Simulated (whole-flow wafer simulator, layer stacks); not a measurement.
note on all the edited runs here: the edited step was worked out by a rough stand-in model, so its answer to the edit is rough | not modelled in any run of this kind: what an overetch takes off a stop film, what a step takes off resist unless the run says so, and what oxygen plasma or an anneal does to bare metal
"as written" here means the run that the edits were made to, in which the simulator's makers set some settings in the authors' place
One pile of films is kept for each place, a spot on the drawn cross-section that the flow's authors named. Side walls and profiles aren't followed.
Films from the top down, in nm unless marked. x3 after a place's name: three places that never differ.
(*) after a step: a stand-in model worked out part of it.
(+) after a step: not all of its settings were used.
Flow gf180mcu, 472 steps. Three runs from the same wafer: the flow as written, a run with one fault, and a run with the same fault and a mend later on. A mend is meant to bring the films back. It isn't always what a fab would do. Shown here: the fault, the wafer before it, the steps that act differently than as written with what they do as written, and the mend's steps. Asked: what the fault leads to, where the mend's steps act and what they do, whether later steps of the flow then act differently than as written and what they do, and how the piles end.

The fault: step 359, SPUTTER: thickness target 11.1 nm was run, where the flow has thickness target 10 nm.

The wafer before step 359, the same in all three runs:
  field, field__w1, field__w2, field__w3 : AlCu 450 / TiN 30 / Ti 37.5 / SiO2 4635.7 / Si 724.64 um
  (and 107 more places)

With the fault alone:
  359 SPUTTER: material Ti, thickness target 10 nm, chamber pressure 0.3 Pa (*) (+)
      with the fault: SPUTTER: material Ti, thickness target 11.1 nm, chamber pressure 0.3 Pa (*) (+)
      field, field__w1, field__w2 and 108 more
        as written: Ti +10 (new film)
        with the fault: Ti +11.1 (new film)
  Later steps of the flow that act differently than as written (5 more steps differ only slightly, by at most 2% or 0.5 nm, whichever is larger, and aren't shown):
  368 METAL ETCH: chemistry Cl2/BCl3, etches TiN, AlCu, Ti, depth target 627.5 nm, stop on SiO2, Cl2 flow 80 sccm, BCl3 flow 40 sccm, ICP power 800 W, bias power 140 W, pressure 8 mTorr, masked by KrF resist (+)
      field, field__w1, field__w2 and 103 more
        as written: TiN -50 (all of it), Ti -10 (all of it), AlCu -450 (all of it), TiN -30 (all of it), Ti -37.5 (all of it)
        with the fault: TiN -50 (all of it), Ti -11.1 (all of it), AlCu -450 (all of it), TiN -30 (all of it), Ti -37.5 (all of it)
  At the end the piles differ from the flow's by more than 2% or 0.5 nm, whichever is larger, at field__w8, contact, m1, m1__w1, m1_nw.
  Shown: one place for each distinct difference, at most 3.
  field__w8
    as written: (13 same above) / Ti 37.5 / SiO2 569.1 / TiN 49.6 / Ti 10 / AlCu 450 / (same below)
    with the fault: (13 same above) / Ti 37.5 / SiO2 568 / TiN 49.6 / Ti 11.1 / AlCu 450 / (same below)
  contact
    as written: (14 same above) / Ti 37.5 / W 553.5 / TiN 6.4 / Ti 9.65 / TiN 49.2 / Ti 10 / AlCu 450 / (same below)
    with the fault: (14 same above) / Ti 37.5 / W 552.4 / TiN 6.41 / Ti 9.66 / TiN 49.2 / Ti 11.1 / AlCu 450 / (same below)

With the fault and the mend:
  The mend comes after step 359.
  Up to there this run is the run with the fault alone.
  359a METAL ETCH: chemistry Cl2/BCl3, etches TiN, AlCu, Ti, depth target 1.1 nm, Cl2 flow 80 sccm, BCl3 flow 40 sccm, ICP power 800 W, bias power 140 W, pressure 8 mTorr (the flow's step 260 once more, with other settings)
      field, field__w1, field__w2 and 108 more
        Ti -1.1
  No later step of the flow acts differently than as written at any place that is followed.
  At the end the piles are the same as the flow's at every place that both follow.
